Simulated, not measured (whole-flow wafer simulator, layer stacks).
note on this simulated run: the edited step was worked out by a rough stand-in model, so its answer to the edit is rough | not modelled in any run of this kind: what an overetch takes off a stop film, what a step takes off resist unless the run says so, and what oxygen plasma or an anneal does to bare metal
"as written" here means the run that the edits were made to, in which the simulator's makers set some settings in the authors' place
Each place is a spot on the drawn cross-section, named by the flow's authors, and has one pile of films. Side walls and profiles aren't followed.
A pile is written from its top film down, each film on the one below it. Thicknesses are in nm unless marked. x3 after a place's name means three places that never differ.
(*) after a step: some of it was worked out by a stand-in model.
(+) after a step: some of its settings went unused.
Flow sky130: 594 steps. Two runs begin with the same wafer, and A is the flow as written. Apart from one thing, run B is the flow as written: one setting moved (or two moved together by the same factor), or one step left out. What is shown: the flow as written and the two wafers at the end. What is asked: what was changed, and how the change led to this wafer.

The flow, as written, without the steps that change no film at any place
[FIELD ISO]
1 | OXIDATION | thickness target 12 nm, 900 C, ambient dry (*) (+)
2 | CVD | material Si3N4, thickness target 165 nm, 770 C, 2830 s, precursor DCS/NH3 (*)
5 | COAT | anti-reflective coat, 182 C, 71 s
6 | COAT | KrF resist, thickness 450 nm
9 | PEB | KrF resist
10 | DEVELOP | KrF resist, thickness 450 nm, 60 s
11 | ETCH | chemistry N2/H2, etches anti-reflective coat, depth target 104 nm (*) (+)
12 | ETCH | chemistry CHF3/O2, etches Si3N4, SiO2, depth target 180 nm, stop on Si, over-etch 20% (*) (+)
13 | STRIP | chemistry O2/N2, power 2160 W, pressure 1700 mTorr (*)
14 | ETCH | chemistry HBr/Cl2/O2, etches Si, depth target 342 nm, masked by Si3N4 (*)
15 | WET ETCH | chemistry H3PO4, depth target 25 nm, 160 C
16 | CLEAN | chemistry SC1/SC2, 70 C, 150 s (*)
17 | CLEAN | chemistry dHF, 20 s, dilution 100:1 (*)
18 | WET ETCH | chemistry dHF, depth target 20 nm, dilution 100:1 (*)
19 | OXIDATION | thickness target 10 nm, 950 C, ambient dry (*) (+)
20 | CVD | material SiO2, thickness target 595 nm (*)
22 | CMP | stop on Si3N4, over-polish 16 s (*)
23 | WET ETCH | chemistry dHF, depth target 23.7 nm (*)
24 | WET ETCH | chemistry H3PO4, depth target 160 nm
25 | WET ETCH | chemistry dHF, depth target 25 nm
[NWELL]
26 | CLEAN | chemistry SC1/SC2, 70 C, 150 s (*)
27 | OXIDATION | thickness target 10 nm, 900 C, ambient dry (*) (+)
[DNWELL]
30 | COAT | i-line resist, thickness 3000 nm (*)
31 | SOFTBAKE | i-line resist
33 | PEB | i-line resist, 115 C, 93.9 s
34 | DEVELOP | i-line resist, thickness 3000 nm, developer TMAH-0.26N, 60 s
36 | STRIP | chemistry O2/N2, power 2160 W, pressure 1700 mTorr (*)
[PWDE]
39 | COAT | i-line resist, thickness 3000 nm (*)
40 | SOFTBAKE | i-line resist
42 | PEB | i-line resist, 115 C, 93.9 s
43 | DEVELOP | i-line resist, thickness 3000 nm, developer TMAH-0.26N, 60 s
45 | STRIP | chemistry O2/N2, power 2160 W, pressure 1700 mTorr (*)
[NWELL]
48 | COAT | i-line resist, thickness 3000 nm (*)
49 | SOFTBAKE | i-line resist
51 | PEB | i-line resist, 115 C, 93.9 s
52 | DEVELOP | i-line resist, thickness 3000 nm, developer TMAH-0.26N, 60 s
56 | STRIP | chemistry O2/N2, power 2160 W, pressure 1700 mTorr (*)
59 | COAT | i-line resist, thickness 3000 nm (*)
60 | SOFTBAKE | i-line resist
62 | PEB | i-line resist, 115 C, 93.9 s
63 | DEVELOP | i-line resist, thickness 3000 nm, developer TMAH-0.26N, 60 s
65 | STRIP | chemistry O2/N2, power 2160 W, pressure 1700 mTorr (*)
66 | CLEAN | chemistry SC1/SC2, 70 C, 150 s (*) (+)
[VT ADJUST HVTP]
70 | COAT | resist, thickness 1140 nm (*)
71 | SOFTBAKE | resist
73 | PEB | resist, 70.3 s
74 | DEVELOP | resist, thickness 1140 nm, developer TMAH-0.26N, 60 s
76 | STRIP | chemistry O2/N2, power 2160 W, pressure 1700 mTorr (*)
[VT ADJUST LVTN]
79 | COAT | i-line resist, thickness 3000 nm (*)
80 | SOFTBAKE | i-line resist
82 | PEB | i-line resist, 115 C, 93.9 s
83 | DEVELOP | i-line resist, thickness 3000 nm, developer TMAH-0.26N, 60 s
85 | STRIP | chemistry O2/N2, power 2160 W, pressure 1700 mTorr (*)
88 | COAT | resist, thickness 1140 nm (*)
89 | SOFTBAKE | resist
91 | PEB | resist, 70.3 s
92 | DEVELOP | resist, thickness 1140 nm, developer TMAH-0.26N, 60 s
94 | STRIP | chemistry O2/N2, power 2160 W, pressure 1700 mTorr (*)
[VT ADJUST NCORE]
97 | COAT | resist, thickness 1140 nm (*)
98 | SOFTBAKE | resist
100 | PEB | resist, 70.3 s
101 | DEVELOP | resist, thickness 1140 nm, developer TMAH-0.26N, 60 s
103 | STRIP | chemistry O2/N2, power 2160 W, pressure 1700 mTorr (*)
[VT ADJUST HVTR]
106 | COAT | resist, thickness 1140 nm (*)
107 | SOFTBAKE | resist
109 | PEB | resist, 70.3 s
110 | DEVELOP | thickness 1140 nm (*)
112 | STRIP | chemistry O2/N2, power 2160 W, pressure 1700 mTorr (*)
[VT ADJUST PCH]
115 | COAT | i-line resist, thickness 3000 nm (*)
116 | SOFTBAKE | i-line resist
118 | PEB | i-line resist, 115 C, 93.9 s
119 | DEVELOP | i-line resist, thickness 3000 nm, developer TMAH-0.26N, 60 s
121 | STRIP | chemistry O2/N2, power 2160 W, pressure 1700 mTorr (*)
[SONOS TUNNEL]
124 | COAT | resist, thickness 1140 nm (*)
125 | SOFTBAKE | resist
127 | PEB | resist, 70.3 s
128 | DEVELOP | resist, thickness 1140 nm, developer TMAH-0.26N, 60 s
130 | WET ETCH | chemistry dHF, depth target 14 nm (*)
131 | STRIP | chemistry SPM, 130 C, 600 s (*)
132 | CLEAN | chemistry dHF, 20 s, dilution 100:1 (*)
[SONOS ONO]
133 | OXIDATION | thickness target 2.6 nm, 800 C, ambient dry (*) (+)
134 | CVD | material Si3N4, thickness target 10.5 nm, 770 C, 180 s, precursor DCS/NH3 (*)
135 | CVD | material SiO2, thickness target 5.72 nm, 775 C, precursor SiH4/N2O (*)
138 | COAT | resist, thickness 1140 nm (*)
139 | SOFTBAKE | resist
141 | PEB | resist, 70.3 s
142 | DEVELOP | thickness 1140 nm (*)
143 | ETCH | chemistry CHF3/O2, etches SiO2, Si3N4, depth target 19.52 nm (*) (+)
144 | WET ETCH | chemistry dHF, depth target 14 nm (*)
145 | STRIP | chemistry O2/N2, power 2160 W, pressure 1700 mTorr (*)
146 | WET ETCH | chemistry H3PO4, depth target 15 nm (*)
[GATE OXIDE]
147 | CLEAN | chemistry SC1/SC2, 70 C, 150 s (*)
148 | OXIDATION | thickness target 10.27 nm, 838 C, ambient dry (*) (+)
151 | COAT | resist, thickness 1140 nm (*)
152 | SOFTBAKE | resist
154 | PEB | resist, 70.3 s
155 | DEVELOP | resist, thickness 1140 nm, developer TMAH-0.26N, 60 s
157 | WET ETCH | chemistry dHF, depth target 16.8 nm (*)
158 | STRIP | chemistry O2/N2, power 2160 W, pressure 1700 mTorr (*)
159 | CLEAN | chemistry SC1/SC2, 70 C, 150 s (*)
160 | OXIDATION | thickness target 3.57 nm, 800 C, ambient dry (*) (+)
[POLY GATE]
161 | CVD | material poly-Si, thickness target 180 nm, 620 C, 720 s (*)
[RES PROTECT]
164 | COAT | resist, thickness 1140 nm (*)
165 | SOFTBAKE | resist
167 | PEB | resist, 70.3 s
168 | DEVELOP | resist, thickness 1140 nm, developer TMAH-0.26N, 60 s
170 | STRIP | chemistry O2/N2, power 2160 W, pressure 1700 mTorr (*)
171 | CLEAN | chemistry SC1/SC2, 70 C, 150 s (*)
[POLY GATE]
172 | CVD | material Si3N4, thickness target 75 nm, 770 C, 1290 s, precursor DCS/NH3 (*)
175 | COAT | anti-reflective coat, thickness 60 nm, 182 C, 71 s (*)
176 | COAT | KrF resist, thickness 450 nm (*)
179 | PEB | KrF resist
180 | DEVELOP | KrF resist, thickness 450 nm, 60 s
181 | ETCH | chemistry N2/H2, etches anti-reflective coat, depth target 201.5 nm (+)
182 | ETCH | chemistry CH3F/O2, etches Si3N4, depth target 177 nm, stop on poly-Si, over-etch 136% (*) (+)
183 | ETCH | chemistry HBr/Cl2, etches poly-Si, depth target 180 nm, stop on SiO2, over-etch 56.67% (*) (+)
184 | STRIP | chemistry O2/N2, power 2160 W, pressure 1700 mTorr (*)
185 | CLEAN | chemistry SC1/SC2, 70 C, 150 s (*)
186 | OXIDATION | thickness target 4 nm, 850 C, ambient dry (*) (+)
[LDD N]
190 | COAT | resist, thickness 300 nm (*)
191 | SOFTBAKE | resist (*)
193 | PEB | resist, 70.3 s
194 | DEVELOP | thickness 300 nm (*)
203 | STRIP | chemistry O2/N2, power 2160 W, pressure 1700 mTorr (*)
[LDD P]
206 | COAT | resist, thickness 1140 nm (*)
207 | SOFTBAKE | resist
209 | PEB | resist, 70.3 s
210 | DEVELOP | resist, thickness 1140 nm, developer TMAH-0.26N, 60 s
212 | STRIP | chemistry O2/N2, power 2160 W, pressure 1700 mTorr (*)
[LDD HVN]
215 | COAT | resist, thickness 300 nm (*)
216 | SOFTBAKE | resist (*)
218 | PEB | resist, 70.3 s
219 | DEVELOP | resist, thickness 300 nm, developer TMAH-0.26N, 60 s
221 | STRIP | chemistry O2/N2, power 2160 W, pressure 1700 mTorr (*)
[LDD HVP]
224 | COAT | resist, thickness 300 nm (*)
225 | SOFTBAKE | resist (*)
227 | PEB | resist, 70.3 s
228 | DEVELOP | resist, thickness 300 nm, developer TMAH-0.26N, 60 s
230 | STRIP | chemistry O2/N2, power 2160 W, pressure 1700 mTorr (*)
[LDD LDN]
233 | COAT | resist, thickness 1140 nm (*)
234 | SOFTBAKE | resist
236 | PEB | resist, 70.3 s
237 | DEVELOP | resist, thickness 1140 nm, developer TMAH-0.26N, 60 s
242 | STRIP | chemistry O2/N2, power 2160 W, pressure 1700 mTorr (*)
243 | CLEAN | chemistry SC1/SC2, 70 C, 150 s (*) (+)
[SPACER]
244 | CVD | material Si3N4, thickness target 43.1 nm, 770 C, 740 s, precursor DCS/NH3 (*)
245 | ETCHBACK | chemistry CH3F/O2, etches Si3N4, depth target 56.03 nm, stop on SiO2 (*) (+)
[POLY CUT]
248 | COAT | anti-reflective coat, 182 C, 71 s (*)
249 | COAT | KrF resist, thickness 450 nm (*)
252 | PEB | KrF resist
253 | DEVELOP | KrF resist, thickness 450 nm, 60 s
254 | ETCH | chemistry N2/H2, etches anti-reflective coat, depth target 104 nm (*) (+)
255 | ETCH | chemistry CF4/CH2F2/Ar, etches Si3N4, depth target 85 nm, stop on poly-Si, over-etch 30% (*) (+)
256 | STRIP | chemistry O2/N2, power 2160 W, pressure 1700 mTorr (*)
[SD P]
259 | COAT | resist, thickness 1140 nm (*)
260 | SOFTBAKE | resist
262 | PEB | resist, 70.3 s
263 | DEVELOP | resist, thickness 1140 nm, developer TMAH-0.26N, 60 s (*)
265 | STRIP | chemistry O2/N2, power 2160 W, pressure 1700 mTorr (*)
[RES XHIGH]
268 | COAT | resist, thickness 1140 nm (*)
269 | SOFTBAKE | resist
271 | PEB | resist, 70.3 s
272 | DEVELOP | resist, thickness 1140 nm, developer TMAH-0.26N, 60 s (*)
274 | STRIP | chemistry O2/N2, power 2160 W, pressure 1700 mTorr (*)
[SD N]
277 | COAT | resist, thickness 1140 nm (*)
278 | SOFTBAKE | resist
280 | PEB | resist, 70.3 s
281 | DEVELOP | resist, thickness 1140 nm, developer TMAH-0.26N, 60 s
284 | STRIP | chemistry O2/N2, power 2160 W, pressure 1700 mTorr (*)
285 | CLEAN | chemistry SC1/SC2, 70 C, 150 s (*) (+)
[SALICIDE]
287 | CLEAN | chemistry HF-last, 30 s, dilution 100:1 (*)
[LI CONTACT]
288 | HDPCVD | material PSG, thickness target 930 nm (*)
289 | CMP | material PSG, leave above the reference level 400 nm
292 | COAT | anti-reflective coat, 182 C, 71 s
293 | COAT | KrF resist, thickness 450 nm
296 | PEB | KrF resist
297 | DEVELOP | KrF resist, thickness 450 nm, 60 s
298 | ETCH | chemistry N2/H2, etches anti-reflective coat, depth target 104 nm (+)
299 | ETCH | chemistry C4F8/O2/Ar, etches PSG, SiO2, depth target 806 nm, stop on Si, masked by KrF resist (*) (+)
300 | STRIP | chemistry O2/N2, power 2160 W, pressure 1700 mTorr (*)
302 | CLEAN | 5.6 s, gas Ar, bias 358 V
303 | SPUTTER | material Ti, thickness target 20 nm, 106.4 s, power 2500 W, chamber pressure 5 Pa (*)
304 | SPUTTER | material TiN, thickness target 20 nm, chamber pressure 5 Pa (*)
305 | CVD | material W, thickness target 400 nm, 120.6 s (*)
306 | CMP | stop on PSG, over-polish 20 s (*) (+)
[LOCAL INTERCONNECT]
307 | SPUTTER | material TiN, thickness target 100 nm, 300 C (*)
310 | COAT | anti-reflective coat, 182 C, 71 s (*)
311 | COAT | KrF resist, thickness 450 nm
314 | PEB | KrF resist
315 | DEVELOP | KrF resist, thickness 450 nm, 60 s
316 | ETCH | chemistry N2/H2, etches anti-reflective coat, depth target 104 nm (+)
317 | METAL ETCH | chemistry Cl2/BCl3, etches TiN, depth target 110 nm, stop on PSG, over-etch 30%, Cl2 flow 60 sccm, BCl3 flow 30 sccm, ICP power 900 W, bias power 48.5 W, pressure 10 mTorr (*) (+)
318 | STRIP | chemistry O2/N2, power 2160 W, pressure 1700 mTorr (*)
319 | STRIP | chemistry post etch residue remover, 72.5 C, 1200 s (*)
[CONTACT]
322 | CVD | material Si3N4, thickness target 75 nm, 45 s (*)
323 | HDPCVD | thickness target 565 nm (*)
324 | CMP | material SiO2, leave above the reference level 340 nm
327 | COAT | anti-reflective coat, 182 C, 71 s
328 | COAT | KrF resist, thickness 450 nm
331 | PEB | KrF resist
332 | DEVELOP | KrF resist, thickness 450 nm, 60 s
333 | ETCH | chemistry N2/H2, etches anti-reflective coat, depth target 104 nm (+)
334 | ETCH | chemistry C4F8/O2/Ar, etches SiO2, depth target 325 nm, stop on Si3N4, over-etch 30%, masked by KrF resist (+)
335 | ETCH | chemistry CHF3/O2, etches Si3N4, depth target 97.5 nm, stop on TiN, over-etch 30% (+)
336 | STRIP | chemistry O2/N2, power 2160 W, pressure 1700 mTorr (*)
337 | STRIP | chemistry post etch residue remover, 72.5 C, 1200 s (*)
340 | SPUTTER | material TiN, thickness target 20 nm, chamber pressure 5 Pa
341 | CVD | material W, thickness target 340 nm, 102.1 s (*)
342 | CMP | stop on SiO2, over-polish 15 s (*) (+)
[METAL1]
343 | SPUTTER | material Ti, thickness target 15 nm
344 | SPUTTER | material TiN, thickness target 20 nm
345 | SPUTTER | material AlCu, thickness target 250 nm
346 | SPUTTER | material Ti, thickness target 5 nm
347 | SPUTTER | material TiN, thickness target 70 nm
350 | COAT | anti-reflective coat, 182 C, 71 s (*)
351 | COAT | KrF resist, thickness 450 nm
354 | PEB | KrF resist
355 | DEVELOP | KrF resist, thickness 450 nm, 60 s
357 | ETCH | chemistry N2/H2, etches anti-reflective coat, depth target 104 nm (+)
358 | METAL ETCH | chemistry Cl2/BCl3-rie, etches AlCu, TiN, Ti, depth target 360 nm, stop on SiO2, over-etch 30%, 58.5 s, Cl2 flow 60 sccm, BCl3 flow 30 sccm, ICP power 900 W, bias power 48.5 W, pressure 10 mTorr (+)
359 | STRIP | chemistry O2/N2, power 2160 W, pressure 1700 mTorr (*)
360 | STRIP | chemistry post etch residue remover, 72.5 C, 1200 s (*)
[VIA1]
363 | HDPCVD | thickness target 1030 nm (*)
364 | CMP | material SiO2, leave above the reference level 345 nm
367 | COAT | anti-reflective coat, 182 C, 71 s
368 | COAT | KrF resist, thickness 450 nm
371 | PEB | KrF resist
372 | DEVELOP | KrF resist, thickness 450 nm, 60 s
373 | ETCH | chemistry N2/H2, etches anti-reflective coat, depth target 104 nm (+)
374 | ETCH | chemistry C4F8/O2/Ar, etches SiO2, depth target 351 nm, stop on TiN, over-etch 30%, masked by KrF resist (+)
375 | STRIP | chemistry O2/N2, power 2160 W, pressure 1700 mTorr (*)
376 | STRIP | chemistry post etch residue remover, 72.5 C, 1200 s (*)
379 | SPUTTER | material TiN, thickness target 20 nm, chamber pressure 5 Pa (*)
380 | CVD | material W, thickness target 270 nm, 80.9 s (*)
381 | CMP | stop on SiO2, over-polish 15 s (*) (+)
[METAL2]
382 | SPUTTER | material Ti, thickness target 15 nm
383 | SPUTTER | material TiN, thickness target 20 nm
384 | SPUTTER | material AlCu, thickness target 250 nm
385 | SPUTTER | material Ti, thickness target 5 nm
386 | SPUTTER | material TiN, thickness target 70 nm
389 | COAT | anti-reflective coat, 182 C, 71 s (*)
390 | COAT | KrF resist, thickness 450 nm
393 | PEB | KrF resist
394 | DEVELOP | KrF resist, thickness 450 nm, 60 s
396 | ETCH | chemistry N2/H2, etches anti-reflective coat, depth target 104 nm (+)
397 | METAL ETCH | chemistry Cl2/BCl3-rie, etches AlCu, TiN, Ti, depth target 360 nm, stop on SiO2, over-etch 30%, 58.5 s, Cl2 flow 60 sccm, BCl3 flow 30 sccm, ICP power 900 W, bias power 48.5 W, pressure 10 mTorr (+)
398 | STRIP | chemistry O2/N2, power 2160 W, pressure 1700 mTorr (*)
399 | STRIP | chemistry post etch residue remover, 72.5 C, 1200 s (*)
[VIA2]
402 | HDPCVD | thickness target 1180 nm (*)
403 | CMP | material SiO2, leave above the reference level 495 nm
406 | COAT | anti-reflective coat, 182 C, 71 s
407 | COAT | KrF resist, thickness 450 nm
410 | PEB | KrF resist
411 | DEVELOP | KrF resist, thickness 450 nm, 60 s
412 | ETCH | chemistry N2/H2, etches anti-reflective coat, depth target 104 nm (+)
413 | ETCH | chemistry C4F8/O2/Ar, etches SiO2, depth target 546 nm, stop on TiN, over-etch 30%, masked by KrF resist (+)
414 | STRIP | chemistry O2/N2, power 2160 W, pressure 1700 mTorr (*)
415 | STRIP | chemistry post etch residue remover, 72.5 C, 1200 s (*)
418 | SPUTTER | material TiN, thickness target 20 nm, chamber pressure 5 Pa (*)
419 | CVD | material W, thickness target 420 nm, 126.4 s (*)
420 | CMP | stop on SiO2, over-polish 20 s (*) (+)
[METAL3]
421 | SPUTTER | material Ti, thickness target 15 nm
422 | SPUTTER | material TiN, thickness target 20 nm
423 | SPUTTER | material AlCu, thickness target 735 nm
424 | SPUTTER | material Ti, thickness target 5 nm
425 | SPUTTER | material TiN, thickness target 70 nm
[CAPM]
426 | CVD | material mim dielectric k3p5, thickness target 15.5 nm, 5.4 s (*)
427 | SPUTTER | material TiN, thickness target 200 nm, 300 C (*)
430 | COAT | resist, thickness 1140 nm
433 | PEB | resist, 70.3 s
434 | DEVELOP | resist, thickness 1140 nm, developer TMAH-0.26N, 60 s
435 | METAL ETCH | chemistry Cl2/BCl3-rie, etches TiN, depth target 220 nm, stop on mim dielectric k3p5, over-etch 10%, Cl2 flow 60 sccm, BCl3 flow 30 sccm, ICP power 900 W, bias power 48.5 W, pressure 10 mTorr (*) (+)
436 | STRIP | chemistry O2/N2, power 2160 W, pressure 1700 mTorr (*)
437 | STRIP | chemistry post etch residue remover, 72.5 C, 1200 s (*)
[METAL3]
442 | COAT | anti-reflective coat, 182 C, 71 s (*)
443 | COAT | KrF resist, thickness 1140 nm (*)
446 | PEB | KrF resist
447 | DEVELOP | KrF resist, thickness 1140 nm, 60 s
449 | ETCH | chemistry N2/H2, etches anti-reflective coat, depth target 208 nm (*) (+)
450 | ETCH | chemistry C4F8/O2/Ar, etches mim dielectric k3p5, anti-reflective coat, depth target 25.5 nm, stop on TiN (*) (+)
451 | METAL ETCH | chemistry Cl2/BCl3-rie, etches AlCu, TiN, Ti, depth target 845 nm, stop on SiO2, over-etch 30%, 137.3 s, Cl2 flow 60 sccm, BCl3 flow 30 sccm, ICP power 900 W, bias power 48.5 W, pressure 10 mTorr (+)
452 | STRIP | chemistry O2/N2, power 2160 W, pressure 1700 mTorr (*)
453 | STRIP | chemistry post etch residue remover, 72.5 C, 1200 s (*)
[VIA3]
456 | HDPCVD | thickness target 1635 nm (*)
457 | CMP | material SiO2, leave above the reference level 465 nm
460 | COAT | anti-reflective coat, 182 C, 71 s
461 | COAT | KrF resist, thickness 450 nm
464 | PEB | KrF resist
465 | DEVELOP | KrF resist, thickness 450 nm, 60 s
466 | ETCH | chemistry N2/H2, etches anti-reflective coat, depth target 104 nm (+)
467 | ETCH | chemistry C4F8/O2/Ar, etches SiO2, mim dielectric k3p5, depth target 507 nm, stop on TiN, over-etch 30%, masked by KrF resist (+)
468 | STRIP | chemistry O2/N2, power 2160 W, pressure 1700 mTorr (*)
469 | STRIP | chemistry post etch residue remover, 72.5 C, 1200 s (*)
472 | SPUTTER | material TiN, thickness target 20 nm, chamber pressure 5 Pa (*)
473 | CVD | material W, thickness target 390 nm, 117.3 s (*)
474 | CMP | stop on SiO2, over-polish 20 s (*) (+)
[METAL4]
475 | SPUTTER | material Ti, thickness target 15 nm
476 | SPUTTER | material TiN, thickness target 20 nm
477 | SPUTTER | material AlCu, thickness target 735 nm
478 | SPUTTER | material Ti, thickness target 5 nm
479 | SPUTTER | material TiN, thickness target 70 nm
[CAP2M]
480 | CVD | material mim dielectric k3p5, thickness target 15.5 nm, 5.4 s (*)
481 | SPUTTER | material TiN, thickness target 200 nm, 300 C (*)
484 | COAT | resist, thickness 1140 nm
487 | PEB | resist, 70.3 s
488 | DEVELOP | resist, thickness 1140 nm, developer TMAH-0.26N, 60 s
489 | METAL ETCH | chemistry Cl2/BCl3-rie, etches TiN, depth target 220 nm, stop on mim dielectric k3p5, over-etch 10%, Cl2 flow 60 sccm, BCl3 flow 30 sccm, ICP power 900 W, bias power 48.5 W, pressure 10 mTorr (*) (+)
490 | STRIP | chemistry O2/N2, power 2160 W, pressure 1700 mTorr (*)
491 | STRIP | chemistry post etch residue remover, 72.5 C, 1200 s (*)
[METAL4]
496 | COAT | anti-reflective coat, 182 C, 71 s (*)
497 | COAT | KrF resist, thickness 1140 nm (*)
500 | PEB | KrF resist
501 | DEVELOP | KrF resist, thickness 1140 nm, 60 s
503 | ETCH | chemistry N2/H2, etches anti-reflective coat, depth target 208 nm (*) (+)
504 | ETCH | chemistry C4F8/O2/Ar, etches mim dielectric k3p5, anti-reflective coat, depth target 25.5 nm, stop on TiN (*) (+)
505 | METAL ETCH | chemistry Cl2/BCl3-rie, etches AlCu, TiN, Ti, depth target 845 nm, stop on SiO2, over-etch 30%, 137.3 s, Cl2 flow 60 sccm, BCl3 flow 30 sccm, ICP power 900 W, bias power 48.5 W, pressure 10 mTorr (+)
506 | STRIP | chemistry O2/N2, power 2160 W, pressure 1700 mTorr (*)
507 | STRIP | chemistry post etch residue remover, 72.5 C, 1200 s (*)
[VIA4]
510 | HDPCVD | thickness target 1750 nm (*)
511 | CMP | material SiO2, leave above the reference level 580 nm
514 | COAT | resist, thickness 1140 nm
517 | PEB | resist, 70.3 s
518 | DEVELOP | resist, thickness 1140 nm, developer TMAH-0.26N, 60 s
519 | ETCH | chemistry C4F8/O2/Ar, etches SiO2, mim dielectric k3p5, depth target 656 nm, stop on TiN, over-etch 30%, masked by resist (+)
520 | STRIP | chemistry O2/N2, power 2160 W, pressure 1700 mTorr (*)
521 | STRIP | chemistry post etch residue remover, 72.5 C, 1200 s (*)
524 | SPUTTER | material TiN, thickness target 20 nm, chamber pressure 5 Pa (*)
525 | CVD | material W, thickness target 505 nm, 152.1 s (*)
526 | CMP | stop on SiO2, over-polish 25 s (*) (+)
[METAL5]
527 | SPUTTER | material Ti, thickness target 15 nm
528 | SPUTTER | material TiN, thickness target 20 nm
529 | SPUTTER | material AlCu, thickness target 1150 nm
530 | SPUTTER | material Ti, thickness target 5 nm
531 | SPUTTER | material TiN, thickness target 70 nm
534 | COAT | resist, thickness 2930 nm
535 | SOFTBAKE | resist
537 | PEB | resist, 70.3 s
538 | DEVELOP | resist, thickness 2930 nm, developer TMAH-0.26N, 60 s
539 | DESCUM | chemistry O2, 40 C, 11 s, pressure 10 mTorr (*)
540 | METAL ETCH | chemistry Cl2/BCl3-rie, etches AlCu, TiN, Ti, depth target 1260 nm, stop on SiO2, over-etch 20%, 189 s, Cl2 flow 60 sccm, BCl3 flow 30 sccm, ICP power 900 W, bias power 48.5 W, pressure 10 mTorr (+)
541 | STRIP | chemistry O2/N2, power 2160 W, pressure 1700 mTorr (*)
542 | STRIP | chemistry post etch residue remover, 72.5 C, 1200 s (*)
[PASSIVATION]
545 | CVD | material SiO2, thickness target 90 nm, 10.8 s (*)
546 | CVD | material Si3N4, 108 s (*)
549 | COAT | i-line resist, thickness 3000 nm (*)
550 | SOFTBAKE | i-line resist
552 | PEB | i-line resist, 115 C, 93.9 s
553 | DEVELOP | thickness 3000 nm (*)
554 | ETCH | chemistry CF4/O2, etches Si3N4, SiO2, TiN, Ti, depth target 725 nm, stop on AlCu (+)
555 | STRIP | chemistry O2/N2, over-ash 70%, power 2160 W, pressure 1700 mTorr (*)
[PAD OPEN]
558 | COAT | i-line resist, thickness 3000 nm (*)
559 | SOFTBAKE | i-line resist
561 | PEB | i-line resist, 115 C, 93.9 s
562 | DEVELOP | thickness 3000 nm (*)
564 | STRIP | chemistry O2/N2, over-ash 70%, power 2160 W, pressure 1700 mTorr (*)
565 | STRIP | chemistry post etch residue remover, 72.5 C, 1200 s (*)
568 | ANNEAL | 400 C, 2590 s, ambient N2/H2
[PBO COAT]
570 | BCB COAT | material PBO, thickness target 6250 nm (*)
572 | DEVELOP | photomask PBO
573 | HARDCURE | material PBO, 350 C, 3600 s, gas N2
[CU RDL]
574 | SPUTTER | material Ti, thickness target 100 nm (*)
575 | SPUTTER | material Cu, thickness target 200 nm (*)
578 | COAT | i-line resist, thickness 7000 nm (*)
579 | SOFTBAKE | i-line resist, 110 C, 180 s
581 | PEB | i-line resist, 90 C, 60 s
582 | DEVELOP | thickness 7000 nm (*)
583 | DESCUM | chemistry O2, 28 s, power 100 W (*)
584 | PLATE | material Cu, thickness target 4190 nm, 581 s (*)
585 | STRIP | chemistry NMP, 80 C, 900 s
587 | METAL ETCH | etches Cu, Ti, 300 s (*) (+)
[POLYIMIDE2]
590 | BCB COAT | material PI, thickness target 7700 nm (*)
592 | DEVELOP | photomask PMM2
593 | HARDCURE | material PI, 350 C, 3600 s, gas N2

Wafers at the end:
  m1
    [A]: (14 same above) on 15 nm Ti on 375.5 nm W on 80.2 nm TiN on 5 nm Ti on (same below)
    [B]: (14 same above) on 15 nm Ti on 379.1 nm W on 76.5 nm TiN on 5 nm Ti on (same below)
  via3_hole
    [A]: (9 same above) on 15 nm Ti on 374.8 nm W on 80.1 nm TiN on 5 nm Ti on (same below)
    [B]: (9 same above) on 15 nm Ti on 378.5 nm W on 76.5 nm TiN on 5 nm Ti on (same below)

The reason: step 472, SPUTTER: thickness target 13 nm was run, though the flow has thickness target 20 nm.

Step by step, how the change led to this:
  472 | SPUTTER | material TiN, thickness target 20 nm, chamber pressure 5 Pa (*)
      field, active, n_well and 187 more: A TiN gains 20 (new film) | B TiN gains 13 (new film)
      m1: A TiN gains 10.6 | B TiN gains 6.89
      (also at 1 further place)
  474 | CMP | stop on SiO2, over-polish 20 s (*) (+)
      field, active, n_well and 187 more: A W loses 390 (all of it), TiN loses 20 (all of it), SiO2 loses 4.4 | B W loses 390 (all of it), TiN loses 13 (all of it), SiO2 loses 4.4
